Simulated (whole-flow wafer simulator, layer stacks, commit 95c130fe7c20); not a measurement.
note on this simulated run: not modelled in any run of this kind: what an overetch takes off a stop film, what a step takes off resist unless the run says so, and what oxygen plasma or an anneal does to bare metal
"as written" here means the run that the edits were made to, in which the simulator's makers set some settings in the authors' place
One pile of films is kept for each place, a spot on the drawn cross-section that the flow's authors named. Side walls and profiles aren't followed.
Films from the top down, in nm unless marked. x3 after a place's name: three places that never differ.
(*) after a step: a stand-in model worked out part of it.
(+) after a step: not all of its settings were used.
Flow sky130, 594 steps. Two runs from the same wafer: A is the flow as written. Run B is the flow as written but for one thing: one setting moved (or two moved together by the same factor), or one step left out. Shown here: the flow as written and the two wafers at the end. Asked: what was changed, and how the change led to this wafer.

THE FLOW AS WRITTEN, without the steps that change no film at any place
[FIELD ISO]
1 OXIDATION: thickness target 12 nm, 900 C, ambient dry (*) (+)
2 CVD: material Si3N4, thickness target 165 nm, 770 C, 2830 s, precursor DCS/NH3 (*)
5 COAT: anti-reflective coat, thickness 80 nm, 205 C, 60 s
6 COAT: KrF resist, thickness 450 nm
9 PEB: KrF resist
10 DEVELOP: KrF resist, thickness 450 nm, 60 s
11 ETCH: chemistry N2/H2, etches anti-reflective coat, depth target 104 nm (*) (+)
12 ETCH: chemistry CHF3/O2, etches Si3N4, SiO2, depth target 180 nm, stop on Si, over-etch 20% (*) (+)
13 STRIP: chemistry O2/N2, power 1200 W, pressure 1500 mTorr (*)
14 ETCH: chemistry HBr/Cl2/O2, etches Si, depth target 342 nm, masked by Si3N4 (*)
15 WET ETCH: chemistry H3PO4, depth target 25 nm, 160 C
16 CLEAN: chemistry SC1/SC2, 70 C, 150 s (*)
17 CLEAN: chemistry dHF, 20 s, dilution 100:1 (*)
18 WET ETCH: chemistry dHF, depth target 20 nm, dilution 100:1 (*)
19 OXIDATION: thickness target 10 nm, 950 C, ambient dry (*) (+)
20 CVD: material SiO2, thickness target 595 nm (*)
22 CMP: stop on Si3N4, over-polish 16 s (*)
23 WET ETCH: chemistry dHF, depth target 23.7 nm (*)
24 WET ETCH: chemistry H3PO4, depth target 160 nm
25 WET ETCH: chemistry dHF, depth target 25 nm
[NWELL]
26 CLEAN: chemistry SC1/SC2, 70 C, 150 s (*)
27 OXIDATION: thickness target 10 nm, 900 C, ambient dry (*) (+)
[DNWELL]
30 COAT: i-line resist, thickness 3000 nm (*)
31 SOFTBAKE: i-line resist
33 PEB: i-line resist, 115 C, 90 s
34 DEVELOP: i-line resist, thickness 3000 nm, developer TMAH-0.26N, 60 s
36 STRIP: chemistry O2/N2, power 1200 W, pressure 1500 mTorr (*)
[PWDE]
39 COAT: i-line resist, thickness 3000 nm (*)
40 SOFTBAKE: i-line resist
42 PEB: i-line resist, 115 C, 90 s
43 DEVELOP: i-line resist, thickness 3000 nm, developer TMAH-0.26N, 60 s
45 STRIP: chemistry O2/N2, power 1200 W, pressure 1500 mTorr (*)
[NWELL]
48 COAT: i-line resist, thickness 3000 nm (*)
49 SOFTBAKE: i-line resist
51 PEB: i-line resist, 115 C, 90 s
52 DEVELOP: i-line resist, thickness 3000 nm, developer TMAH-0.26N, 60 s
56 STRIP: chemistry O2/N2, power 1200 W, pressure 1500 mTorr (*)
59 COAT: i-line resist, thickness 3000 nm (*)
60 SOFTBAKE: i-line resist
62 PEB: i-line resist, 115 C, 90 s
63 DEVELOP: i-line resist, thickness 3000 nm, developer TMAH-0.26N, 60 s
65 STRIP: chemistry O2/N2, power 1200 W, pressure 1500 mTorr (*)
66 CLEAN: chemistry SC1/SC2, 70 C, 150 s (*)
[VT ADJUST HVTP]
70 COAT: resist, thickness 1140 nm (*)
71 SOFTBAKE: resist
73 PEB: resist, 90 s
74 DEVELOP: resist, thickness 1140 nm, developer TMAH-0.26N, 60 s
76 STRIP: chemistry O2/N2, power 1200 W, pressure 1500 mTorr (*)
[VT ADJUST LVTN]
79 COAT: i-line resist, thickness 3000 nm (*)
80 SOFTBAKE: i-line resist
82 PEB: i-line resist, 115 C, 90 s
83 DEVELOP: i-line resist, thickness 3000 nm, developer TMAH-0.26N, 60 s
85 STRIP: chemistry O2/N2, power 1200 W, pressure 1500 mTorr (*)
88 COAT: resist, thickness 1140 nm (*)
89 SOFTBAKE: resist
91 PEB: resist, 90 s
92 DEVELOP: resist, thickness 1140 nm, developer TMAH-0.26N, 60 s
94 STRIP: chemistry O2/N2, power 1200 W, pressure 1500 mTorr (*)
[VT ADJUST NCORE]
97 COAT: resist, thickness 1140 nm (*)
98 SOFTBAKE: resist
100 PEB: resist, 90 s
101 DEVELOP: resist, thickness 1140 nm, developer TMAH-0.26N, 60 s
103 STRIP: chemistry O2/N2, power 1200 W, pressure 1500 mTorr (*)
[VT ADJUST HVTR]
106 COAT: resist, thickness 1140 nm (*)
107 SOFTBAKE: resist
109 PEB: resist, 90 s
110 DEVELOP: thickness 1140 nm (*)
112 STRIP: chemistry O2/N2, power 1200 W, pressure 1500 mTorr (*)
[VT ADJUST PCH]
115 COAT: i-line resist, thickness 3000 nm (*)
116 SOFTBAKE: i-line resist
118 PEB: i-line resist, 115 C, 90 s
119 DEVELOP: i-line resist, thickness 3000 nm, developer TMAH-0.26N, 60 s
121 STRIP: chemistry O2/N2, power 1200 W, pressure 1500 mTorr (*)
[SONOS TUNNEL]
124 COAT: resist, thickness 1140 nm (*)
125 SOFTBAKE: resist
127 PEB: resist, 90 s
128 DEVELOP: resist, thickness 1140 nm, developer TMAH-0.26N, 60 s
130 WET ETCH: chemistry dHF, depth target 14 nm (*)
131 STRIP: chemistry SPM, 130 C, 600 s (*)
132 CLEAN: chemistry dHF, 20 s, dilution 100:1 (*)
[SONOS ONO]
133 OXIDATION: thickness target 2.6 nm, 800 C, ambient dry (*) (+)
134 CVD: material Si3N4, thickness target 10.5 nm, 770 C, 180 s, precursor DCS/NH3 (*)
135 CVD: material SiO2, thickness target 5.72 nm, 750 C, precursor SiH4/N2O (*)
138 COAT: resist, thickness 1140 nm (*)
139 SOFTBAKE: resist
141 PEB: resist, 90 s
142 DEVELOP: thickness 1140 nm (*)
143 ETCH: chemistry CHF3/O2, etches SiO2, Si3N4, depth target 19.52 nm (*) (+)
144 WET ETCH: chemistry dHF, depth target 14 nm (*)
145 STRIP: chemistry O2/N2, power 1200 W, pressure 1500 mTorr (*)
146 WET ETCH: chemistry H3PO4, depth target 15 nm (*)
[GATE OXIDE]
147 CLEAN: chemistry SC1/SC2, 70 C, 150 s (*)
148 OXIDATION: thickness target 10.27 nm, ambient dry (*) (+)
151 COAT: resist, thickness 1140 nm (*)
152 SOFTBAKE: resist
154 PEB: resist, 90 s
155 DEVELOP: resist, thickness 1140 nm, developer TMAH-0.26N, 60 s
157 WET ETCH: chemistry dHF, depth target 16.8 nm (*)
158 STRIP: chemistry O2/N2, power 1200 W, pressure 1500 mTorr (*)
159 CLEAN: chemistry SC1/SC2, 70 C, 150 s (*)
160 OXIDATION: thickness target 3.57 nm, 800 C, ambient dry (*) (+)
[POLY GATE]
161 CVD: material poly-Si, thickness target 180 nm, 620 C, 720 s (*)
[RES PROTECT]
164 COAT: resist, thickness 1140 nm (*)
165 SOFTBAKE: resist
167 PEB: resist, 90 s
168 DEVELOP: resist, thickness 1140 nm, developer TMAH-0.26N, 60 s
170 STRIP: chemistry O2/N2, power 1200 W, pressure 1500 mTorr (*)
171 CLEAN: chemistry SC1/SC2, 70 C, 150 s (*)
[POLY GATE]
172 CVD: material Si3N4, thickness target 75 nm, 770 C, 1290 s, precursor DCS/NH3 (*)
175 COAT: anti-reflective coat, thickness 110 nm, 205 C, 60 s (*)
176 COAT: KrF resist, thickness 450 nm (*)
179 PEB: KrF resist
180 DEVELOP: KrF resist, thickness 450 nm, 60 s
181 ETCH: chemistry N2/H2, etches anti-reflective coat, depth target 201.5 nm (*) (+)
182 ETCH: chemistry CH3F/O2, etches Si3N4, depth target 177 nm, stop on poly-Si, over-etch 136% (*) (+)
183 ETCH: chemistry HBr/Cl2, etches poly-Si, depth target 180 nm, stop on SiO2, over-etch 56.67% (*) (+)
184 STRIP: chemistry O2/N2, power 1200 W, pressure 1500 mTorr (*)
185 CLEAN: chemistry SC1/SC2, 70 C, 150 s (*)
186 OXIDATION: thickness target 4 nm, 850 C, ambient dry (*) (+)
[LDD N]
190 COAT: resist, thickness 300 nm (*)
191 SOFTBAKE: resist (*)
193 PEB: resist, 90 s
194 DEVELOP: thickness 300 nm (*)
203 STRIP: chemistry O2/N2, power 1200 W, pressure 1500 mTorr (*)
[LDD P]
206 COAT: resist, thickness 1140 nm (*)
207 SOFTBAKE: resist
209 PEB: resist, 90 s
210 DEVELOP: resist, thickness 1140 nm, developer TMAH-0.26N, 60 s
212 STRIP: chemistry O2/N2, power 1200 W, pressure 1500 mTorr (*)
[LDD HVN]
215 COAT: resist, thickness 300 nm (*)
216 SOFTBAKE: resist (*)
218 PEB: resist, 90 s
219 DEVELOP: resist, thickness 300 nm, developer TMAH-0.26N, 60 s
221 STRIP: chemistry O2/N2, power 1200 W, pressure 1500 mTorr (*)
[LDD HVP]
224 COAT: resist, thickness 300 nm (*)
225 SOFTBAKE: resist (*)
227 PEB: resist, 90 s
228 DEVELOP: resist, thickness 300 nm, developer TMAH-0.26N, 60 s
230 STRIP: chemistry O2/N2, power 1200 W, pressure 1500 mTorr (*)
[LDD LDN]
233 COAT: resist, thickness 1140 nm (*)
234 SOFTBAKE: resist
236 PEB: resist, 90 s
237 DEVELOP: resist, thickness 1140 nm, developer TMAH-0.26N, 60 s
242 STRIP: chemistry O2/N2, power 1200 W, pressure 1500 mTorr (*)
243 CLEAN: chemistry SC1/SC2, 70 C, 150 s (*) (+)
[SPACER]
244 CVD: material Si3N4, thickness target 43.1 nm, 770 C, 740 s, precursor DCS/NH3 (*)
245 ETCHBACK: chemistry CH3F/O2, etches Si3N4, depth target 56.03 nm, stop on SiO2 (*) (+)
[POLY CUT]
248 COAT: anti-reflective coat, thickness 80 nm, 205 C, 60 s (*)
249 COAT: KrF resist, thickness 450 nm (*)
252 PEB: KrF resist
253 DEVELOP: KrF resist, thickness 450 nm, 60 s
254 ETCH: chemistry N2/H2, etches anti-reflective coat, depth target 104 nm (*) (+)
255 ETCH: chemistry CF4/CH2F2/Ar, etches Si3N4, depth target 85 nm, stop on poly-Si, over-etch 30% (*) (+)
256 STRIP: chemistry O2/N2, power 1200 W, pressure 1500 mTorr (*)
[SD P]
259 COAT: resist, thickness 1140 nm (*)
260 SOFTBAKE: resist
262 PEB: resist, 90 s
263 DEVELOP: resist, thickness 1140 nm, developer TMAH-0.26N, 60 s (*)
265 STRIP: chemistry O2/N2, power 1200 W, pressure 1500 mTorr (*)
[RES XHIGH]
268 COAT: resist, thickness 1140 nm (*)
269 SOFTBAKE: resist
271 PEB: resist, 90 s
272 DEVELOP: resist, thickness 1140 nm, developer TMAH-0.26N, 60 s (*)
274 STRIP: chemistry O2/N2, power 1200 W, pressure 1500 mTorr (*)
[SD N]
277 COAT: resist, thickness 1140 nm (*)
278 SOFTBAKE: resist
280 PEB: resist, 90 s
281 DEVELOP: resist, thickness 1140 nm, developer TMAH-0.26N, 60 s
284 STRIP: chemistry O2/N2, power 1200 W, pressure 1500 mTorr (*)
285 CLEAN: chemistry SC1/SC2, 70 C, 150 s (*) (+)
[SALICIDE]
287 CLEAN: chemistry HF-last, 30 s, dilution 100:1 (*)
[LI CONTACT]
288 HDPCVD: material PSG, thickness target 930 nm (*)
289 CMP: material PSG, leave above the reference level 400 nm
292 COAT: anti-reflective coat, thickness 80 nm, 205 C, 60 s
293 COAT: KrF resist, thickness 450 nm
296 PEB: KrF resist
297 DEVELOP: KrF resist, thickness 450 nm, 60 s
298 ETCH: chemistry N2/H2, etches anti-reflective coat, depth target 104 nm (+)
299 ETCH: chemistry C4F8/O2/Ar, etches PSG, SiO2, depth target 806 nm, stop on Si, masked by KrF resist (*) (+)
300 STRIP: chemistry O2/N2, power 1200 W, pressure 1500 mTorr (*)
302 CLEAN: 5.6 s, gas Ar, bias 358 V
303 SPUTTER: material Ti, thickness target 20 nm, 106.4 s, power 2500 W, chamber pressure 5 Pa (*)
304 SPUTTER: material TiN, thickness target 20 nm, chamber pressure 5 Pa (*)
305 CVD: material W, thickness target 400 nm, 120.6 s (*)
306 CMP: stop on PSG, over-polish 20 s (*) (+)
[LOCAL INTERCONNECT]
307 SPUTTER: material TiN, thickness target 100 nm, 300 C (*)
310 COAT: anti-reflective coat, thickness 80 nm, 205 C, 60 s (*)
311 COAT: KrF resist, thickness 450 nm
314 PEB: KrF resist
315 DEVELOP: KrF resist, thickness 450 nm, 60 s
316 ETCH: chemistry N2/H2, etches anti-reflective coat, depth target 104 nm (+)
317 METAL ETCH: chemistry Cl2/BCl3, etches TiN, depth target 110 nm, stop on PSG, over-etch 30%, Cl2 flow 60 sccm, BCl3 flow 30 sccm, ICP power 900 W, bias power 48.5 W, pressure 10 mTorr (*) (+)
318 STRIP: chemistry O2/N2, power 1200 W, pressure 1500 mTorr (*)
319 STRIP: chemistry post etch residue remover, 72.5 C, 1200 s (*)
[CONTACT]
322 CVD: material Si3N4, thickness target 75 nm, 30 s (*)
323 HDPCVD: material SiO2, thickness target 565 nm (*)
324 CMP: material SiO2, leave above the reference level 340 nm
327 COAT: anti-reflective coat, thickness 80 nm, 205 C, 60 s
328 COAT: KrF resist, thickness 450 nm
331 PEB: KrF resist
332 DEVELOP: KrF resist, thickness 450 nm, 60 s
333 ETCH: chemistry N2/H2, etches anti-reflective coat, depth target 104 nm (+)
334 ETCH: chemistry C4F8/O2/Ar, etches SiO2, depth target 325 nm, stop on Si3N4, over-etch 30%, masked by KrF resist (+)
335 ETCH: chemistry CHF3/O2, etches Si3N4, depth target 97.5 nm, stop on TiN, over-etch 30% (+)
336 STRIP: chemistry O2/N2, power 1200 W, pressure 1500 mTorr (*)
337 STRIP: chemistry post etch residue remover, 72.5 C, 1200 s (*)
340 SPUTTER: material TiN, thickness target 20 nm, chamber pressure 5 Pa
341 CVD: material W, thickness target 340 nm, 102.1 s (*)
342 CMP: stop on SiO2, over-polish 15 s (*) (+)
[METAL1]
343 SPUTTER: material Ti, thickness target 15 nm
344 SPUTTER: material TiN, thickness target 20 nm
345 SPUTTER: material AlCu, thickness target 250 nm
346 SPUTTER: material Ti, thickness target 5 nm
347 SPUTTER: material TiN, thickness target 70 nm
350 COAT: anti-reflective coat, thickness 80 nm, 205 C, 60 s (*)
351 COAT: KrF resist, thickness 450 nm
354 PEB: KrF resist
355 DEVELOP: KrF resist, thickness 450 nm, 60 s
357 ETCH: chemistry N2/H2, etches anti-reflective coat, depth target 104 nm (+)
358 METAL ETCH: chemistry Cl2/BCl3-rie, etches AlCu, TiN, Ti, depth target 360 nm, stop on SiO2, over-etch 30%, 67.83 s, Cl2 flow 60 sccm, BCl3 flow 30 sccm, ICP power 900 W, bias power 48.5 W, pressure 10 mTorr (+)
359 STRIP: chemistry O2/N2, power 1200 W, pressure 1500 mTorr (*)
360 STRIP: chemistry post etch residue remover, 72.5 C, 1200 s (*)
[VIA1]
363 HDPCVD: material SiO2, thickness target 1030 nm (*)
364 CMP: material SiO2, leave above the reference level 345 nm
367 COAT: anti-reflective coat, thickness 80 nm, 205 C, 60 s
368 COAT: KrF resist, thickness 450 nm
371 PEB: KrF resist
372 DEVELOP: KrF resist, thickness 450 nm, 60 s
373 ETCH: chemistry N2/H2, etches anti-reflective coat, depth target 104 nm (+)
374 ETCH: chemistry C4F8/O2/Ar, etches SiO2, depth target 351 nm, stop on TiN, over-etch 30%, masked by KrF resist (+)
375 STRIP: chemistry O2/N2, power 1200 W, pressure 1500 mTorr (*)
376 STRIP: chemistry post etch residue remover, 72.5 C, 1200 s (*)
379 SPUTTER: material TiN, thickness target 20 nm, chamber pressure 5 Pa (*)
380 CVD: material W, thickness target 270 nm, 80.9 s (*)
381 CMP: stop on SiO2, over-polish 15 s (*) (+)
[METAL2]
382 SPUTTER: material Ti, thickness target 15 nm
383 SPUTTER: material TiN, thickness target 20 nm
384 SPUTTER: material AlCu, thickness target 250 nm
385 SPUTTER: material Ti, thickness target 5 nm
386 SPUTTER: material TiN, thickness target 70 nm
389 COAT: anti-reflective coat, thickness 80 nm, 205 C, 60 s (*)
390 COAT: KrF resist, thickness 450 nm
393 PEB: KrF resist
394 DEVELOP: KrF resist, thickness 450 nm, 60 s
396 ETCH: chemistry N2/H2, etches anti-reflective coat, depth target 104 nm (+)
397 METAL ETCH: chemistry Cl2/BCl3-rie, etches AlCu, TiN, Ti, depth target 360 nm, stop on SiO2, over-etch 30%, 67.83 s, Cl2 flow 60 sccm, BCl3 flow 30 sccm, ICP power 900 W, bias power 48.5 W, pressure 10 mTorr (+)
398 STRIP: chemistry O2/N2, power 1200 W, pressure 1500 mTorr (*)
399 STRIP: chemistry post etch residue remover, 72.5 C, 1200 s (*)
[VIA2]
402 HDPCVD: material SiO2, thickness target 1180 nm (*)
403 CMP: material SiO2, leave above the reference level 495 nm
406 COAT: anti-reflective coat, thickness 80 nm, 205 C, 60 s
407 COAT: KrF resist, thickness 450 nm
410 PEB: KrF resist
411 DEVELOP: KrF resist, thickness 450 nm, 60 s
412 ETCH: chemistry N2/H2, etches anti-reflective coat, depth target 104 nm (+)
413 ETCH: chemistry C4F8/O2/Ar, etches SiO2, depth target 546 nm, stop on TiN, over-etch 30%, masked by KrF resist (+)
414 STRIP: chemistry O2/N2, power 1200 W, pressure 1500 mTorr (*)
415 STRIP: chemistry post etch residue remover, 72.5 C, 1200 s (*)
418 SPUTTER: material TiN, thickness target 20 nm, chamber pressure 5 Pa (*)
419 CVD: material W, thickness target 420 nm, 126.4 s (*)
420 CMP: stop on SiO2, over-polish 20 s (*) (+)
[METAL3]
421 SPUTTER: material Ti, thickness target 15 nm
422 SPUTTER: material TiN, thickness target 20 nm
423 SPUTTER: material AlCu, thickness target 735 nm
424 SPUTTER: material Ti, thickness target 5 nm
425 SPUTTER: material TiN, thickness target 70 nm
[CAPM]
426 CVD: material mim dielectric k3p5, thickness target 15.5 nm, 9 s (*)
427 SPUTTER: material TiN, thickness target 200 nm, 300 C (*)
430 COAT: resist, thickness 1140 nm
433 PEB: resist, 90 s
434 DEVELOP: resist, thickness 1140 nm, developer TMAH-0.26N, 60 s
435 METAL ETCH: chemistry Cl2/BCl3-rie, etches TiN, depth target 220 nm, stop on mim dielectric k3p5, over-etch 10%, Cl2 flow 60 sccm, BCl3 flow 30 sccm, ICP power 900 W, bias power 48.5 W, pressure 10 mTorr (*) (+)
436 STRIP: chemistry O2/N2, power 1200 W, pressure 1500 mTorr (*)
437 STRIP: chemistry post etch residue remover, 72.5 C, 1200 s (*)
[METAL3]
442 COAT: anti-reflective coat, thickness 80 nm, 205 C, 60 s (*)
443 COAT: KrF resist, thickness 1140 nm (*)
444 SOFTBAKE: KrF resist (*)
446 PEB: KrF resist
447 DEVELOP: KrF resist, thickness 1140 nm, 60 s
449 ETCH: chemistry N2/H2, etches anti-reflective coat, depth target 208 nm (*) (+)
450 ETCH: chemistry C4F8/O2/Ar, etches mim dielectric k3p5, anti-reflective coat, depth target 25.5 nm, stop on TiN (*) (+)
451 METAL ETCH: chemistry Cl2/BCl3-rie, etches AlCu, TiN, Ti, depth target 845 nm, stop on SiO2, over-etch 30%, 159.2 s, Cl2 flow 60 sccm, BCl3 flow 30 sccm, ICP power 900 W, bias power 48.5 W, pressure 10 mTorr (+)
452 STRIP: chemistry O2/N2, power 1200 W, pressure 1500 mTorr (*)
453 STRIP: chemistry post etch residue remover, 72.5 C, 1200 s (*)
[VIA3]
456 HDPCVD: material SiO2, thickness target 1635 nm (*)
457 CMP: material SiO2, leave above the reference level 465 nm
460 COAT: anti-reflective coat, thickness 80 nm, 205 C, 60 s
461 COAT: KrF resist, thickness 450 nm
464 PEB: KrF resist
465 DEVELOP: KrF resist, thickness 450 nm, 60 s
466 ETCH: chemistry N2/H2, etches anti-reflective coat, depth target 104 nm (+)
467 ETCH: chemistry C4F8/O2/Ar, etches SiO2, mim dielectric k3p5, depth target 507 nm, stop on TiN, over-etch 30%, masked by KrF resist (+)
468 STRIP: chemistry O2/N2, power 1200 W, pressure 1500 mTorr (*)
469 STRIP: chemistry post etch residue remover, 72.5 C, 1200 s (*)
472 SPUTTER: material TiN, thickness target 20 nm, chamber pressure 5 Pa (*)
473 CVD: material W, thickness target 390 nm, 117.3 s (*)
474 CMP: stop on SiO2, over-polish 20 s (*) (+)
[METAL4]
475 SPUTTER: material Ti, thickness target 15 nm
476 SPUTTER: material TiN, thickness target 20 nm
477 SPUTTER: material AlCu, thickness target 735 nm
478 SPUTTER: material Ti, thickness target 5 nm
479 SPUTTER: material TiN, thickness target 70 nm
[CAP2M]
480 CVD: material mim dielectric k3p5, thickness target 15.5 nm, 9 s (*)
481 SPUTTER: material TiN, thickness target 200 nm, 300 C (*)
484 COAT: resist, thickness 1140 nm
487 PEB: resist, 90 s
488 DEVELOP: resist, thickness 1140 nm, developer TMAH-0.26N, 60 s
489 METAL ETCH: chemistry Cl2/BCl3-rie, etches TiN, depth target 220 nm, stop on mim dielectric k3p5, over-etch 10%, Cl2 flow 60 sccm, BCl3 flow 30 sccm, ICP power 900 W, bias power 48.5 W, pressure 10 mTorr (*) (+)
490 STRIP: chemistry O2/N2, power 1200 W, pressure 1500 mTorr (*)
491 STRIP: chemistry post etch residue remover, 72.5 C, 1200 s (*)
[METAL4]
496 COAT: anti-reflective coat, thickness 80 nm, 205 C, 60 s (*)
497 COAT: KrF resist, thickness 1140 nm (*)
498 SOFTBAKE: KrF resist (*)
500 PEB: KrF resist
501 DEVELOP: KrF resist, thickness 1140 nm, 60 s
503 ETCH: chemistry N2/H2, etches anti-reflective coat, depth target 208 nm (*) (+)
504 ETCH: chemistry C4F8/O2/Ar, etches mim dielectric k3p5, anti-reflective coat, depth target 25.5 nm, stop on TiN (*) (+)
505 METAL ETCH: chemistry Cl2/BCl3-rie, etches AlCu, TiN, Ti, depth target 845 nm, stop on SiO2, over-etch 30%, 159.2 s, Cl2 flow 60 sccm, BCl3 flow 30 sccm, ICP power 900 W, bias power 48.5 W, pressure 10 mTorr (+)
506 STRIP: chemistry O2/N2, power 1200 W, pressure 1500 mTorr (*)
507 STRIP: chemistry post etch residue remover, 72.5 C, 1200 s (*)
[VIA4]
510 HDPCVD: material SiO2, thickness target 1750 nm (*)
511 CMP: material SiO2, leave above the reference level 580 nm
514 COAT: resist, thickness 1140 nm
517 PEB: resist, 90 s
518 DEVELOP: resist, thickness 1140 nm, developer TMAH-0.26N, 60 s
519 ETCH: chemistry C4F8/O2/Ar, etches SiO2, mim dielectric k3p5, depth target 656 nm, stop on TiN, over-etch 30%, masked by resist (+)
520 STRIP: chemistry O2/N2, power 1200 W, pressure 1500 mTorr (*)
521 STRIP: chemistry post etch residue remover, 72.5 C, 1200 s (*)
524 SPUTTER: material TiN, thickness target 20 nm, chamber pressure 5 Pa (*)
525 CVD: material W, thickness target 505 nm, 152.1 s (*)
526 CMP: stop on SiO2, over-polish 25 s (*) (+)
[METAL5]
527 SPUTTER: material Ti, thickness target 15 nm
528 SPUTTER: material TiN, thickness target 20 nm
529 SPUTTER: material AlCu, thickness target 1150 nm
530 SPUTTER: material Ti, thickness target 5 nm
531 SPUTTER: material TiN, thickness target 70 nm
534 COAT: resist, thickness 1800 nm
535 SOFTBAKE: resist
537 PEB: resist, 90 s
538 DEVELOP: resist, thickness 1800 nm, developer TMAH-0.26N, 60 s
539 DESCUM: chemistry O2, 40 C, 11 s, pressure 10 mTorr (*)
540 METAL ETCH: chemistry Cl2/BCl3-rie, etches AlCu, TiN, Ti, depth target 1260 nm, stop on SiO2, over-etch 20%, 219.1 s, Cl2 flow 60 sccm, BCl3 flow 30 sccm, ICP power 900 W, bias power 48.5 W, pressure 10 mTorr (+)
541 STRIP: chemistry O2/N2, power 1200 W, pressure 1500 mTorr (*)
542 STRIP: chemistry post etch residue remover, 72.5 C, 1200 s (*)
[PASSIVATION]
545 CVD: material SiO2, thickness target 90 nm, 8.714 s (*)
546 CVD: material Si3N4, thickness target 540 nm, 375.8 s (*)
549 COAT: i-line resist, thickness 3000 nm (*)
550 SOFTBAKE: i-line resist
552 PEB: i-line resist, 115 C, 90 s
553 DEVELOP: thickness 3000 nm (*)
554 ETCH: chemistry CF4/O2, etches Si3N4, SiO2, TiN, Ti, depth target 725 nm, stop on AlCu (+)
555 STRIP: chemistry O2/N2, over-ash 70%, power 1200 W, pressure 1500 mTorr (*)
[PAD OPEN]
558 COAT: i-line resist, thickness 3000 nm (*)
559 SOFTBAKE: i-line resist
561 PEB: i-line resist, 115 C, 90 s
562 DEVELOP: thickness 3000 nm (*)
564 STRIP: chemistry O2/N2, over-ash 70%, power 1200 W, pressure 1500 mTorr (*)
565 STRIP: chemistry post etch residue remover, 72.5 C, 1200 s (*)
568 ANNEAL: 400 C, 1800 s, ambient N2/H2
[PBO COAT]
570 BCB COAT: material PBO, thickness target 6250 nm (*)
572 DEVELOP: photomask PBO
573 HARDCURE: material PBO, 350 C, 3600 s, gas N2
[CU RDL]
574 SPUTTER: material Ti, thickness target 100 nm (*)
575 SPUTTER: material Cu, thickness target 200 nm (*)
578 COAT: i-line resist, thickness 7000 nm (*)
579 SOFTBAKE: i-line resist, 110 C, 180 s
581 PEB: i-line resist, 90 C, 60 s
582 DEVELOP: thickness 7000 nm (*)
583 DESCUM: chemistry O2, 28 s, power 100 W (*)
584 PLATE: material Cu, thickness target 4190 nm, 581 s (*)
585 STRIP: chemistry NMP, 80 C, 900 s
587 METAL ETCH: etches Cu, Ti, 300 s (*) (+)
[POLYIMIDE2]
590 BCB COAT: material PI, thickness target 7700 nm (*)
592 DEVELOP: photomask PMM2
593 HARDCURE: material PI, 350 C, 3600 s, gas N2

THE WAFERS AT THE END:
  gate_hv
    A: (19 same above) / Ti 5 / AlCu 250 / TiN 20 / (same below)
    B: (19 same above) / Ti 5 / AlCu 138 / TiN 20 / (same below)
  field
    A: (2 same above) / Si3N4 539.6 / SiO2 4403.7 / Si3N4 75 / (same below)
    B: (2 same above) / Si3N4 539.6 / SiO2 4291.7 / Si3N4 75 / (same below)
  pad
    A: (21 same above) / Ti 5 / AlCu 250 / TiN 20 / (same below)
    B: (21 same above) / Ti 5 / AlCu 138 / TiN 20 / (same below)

The cause: step 384, SPUTTER: thickness target 138 nm was run, where the flow has thickness target 250 nm.
It can be read off the wafer: gate_hv has AlCu 138, and step 384 as written asks for 250 nm.

How the change led to this, step by step:
  384 SPUTTER: material AlCu, thickness target 250 nm
      field, active, n_well and 188 more: A AlCu +250 (new film) | B AlCu +138 (new film)
  397 METAL ETCH: chemistry Cl2/BCl3-rie, etches AlCu, TiN, Ti, depth target 360 nm, stop on SiO2, over-etch 30%, 67.83 s, Cl2 flow 60 sccm, BCl3 flow 30 sccm, ICP power 900 W, bias power 48.5 W, pressure 10 mTorr (+)
      field, active, gate and 82 more: A TiN -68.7 (all of it), Ti -5 (all of it), AlCu -250 (all of it), TiN -20 (all of it), Ti -15 (all of it), SiO2 -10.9 | B TiN -68.7 (all of it), Ti -5 (all of it), AlCu -138 (all of it), TiN -20 (all of it), Ti -15 (all of it), SiO2 -22.1
  403 CMP: material SiO2, leave above the reference level 495 nm
      field, active, gate and 82 more: A SiO2 -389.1 | B SiO2 -489.9
